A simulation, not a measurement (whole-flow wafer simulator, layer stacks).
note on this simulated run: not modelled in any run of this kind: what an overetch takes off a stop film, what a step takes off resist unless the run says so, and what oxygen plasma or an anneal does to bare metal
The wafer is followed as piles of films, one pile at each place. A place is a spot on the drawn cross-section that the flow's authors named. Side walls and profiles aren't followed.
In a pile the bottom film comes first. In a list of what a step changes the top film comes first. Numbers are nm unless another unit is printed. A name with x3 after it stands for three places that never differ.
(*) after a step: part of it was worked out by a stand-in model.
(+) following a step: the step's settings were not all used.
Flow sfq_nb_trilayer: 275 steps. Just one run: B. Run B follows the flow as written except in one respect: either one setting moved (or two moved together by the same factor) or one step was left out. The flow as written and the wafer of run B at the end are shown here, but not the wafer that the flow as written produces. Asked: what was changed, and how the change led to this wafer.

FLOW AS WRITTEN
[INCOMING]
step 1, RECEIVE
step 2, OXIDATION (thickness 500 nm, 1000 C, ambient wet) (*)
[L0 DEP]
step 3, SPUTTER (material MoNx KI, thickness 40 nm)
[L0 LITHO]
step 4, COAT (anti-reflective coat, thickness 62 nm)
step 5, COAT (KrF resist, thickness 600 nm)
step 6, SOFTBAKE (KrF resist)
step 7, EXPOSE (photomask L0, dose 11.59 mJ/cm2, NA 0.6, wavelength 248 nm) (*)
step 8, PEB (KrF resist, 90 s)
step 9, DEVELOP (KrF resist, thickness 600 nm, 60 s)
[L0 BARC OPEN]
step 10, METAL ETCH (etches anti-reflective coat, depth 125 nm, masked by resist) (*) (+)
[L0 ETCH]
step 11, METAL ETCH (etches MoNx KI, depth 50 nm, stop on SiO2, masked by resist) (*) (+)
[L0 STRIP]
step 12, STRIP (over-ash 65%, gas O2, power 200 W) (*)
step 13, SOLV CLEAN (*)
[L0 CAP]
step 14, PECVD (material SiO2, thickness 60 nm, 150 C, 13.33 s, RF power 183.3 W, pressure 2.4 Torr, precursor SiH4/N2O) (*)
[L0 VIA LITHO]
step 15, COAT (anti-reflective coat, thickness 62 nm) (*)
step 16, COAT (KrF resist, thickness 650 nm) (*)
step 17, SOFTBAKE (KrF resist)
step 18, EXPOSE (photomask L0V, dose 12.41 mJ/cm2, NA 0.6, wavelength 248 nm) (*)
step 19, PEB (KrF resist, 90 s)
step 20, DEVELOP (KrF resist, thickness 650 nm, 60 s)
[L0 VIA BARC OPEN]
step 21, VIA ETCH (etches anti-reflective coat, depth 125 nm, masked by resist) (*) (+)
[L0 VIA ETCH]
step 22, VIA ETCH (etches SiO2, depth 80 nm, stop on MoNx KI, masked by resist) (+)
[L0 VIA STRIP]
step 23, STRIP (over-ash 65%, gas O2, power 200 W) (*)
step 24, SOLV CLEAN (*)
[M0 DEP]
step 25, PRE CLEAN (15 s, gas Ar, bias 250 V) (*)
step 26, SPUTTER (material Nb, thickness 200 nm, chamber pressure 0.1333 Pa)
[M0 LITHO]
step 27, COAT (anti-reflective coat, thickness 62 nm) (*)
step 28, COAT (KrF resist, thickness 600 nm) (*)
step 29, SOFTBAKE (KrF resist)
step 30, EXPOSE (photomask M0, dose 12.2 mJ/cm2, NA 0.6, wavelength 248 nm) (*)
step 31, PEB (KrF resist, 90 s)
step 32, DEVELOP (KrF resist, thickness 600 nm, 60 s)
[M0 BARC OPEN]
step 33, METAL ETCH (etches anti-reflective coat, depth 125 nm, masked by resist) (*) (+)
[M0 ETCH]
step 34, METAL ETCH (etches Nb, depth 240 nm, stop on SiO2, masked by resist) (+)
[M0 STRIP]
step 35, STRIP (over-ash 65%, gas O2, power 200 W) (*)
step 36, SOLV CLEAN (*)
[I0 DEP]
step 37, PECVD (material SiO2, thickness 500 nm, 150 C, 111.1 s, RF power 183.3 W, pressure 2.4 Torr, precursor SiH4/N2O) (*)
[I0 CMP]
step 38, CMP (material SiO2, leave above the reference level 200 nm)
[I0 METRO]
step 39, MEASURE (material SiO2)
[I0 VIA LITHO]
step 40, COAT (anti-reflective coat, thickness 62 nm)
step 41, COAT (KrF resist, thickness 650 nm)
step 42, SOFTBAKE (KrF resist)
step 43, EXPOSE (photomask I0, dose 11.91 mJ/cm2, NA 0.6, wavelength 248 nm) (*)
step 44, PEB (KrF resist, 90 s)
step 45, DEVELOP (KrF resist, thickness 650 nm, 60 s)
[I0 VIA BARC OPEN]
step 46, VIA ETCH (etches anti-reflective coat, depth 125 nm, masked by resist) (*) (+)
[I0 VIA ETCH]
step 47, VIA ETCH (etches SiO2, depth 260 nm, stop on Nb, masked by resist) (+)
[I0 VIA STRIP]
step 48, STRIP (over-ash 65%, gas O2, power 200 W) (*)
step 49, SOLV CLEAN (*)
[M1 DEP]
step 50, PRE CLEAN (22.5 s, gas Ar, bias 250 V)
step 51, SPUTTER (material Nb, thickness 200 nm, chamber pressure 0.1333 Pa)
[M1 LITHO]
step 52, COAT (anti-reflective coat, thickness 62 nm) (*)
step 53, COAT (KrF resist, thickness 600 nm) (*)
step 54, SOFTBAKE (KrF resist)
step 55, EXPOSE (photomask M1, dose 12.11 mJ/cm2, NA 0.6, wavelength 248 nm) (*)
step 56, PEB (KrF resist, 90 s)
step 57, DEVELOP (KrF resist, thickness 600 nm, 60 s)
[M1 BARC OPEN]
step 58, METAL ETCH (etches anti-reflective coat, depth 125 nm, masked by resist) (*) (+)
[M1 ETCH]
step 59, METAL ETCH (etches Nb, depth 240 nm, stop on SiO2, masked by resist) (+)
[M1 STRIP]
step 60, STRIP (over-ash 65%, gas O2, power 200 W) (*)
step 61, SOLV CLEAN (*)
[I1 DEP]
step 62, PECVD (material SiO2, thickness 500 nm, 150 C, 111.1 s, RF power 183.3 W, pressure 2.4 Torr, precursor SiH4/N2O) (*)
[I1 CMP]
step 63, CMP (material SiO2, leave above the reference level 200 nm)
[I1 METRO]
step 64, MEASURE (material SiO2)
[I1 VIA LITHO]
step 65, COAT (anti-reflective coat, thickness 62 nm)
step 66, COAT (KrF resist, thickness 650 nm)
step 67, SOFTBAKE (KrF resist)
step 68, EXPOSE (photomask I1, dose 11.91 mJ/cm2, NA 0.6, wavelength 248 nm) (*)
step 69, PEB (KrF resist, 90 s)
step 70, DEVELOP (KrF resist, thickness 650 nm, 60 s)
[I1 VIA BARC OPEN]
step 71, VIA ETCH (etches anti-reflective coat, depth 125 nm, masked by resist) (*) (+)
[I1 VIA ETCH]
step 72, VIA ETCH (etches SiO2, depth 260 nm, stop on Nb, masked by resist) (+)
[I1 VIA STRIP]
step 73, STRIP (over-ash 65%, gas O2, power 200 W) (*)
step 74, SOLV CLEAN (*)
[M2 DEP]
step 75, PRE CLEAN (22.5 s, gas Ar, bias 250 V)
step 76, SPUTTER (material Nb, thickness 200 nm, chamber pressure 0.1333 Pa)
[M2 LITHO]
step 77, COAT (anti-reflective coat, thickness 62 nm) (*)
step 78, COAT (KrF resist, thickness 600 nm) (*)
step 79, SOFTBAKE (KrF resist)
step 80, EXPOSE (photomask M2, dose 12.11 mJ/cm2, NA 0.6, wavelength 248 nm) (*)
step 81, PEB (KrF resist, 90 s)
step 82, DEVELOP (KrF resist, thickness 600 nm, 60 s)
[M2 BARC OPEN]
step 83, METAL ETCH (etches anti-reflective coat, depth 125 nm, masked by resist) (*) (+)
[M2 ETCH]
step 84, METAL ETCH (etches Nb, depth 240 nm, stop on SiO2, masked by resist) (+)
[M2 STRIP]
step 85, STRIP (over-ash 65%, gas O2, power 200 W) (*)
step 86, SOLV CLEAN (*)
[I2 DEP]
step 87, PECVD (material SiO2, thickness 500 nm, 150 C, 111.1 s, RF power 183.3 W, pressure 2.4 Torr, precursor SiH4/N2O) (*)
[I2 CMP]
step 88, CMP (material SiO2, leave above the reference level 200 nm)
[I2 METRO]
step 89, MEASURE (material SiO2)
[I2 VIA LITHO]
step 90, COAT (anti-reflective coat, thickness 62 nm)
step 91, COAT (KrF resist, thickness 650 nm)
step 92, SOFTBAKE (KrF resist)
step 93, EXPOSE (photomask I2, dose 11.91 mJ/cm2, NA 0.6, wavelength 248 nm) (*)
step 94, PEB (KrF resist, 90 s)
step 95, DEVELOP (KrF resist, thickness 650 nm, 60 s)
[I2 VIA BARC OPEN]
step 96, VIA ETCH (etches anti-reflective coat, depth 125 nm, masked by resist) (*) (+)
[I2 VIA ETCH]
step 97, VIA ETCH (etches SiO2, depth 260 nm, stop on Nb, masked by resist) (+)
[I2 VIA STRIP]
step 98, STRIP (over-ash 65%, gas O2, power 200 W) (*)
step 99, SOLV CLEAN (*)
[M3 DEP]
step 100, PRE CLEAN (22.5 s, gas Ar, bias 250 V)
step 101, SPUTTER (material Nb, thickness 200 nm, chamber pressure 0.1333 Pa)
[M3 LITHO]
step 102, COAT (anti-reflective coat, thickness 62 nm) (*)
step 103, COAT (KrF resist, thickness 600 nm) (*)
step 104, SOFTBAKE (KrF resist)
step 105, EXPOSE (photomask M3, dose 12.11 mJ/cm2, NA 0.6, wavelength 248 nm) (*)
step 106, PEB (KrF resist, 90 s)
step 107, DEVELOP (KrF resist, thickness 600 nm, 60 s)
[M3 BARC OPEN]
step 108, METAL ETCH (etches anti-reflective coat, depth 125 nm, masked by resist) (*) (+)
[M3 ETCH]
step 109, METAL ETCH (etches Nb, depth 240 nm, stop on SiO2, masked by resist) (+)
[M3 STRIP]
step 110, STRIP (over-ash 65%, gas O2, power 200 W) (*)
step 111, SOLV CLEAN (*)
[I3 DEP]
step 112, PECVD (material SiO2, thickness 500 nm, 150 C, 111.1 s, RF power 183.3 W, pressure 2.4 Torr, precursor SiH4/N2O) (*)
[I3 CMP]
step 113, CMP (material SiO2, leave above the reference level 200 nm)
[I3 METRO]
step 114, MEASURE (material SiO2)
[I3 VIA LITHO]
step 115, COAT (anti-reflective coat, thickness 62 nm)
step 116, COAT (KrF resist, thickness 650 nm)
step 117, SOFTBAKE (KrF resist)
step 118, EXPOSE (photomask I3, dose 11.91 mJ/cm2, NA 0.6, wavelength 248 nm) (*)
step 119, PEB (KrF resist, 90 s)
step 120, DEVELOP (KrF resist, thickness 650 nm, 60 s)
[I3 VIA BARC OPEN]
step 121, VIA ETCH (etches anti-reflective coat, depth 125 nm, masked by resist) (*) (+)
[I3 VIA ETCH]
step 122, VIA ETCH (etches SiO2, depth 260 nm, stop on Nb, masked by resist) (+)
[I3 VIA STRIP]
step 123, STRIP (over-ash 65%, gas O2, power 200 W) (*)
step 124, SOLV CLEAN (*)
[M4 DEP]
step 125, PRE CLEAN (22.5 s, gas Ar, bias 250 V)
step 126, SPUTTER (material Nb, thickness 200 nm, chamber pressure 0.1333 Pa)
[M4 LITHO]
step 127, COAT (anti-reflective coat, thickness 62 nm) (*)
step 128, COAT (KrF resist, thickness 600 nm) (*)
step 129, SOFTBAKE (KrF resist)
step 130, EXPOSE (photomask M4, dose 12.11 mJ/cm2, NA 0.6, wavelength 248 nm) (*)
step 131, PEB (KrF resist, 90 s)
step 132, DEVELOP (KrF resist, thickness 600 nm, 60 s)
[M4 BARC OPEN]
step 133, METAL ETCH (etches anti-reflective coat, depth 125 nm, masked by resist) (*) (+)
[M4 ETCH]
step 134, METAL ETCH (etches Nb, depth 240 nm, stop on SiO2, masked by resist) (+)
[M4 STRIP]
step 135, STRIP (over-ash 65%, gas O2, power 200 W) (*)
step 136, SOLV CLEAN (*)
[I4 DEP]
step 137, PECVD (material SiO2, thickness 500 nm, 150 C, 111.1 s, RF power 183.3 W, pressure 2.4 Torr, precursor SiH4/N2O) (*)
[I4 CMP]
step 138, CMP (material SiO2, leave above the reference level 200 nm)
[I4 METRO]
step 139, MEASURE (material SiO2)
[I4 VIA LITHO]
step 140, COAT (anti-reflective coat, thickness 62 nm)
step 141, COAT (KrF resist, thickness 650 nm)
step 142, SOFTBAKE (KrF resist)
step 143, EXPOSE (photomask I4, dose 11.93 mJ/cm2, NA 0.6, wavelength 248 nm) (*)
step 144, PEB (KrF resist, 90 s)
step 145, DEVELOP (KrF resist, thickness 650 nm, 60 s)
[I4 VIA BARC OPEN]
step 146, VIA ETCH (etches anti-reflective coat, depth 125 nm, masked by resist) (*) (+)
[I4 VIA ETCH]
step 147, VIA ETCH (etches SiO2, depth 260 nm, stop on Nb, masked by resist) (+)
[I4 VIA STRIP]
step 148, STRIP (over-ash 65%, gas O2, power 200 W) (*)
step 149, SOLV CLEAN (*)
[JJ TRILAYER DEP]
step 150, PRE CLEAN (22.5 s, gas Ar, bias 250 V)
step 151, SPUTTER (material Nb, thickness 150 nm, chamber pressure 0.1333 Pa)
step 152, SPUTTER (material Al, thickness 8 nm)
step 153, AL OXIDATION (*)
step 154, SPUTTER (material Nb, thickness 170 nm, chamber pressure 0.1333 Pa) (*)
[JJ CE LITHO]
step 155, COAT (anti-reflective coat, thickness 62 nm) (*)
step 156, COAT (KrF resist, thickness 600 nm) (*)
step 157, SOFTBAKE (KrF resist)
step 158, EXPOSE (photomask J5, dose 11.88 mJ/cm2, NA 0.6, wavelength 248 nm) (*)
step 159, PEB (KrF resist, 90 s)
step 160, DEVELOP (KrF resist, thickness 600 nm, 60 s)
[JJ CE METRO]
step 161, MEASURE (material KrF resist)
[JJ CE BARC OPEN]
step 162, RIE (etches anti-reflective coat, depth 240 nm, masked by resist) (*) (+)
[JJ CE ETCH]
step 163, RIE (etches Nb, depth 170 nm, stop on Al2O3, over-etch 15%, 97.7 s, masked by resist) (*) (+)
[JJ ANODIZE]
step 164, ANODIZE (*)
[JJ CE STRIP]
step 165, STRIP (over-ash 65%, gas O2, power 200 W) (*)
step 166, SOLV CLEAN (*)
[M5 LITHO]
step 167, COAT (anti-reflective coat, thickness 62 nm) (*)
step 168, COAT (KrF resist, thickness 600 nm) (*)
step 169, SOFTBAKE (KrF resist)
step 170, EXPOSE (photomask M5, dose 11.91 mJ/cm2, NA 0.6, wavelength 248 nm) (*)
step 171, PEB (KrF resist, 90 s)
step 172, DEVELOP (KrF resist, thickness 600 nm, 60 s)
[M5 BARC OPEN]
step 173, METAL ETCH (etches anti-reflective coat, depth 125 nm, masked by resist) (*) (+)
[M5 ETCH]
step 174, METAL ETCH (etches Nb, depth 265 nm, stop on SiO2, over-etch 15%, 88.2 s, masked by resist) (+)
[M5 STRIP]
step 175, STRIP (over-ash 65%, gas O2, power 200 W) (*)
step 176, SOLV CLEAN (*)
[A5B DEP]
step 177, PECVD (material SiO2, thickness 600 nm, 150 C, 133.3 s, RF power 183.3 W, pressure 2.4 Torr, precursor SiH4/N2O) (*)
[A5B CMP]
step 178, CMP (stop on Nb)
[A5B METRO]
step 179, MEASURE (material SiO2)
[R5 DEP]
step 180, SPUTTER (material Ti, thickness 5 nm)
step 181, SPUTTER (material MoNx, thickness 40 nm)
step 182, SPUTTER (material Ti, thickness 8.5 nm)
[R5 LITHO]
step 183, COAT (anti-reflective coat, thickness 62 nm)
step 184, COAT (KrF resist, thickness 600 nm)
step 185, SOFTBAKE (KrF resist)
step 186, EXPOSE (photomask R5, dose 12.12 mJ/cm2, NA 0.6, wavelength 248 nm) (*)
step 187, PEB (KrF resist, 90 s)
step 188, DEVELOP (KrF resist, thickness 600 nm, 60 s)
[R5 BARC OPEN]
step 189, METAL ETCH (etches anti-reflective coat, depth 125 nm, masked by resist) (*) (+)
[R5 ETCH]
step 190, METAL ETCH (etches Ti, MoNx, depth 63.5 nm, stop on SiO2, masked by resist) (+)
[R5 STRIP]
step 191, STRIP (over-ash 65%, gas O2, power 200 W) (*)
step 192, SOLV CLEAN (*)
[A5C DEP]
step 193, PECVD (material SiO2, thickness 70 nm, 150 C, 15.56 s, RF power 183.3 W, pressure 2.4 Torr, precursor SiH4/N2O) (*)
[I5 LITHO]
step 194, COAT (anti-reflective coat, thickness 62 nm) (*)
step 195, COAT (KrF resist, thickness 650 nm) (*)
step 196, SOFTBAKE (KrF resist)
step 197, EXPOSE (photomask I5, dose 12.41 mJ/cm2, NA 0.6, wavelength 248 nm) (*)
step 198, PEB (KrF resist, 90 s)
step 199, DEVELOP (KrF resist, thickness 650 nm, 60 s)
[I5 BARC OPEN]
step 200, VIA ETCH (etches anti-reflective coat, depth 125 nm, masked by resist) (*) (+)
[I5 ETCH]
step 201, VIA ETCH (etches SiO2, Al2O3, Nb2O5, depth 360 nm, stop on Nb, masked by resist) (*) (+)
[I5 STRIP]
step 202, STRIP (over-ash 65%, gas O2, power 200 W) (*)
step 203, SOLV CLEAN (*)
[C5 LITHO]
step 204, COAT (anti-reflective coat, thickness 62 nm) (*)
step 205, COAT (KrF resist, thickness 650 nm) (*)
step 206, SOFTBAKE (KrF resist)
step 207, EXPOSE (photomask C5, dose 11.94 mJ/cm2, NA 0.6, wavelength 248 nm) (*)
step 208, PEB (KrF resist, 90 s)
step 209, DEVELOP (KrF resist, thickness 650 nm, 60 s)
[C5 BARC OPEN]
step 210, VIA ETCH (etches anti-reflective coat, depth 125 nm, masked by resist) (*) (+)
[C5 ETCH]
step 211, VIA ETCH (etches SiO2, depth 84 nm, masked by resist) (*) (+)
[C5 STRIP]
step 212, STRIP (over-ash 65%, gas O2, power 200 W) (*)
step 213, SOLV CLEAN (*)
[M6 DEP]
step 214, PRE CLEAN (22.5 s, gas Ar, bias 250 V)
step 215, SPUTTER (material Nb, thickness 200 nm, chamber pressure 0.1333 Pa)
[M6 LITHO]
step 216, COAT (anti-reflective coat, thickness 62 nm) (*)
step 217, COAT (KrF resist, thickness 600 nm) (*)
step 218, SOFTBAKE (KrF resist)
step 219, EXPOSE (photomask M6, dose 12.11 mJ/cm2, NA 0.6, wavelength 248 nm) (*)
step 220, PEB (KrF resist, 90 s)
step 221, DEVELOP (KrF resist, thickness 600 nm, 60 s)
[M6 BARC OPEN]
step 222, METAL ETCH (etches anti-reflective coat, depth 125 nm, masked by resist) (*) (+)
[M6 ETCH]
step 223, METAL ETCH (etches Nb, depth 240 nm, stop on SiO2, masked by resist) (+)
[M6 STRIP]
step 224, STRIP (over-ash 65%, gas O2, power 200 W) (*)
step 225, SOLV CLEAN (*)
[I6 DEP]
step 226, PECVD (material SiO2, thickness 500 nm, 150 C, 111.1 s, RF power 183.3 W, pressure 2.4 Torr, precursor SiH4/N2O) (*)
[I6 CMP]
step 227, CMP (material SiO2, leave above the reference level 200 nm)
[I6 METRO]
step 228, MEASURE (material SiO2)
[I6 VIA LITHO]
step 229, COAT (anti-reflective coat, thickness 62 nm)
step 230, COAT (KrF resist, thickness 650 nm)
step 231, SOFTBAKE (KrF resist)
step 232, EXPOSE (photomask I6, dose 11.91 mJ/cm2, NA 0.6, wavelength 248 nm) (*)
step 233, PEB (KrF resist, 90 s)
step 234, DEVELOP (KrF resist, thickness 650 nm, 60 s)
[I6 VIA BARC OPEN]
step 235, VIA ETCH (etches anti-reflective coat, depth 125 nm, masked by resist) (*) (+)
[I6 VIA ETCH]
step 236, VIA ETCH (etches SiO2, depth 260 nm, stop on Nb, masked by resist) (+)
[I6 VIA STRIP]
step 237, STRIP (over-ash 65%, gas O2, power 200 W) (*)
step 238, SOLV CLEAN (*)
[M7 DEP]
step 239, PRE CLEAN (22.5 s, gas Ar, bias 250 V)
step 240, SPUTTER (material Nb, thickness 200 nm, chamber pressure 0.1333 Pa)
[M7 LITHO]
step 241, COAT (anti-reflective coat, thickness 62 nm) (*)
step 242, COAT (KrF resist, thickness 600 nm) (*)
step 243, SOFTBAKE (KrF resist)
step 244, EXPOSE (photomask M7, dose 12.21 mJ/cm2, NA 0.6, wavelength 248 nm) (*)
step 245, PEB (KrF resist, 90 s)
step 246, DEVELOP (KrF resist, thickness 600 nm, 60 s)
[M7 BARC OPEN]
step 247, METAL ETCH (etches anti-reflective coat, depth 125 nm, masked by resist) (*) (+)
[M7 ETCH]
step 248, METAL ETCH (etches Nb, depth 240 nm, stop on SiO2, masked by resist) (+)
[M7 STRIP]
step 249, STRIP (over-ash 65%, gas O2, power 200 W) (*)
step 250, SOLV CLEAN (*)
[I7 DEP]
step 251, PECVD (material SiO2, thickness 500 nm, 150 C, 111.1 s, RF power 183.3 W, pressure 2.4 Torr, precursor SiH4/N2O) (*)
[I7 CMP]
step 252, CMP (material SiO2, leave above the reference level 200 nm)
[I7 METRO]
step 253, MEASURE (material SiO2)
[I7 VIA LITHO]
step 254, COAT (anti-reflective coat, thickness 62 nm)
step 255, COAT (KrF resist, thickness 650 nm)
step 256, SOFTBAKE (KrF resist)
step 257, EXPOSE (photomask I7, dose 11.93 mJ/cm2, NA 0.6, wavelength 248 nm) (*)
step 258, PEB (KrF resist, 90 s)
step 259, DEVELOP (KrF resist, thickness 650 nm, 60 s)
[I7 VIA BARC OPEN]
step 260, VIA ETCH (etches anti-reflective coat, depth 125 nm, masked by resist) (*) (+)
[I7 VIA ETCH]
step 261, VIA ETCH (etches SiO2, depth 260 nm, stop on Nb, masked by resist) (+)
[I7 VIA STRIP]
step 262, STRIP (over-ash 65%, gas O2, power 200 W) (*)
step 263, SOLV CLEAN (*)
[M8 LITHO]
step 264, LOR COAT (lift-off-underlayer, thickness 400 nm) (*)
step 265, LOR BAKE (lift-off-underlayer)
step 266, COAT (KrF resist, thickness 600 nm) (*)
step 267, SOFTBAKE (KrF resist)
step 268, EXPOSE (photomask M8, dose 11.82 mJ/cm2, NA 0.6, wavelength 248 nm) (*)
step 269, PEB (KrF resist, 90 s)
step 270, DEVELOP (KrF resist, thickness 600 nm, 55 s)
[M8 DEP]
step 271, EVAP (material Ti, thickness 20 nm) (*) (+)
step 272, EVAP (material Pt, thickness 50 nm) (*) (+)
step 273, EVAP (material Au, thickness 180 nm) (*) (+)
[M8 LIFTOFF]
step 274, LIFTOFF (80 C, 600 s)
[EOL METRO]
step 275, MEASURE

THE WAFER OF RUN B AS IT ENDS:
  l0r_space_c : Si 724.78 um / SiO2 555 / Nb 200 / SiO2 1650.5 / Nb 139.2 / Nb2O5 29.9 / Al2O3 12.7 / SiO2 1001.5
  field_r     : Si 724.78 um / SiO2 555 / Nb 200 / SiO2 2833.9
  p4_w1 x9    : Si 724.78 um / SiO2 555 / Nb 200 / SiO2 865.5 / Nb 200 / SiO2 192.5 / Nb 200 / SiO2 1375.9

What caused this: step 88, CMP: leave above the reference level 88 nm was run, while the flow as written has leave above the reference level 200 nm.

How this came from the change, step by step:
  step 88, CMP (material SiO2, leave above the reference level 200 nm)
      field_l, be, be_sur and 81 more: SiO2 loses 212 (it would be, as written: SiO2 loses 100)
      v_sur, via_wl, via_w and 18 more: SiO2 loses 412 (it would be, as written: SiO2 loses 300)
      (also at 1 further place)
  step 97, VIA ETCH (etches SiO2, depth 260 nm, stop on Nb, masked by resist) (+)
      field_l, v_sur, via_wl and 102 more: KrF resist loses 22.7 (it would be, as written: KrF resist loses 44.8)
      via_w: SiO2 loses 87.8 (all of it) (it would be, as written: SiO2 loses 199.8 (all of it))
  step 98, STRIP (over-ash 65%, gas O2, power 200 W) (*)
      field_l, v_sur, via_wl and 102 more: KrF resist loses 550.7 (all of it), anti-reflective coat loses 62 (all of it) (it would be, as written: KrF resist loses 528.6 (all of it), anti-reflective coat loses 62 (all of it))
  step 101, SPUTTER (material Nb, thickness 200 nm, chamber pressure 0.1333 Pa)
      via_w: Nb gains 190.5 (it would be, as written: Nb gains 165.5)
  step 102, COAT (anti-reflective coat, thickness 62 nm) (*)
      via_wl, via_wr: anti-reflective coat gains 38 (new film) (it would be, as written: anti-reflective coat gains 34.2 (new film))
      v_sur: anti-reflective coat gains 57.8 (new film) (it would be, as written: anti-reflective coat gains 61.1 (new film))
      (also at 1 further place)
  step 103, COAT (KrF resist, thickness 600 nm) (*)
      v_sur: KrF resist gains 595.4 (new film) (it would be, as written: KrF resist gains 582.9 (new film))
      via_w: KrF resist gains 644.5 (new film) (it would be, as written: KrF resist gains 737.9 (new film))
  step 110, STRIP (over-ash 65%, gas O2, power 200 W) (*)
      v_sur: KrF resist loses 377.8 (all of it), anti-reflective coat loses 57.8 (all of it) (it would be, as written: KrF resist loses 365.3 (all of it), anti-reflective coat loses 61.1 (all of it))
      via_wl: KrF resist loses 394.2 (all of it), anti-reflective coat loses 38 (all of it) (it would be, as written: KrF resist loses 384.2 (all of it), anti-reflective coat loses 34.2 (all of it))
      (also at 3 further places)
  step 112, PECVD (material SiO2, thickness 500 nm, 150 C, 111.1 s, RF power 183.3 W, pressure 2.4 Torr, precursor SiH4/N2O) (*)
      via_w: SiO2 gains 500 (new film) (it would be, as written: SiO2 gains 615 (new film))
  step 113, CMP (material SiO2, leave above the reference level 200 nm)
      via_w: SiO2 loses 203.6 (it would be, as written: SiO2 loses 181.6)
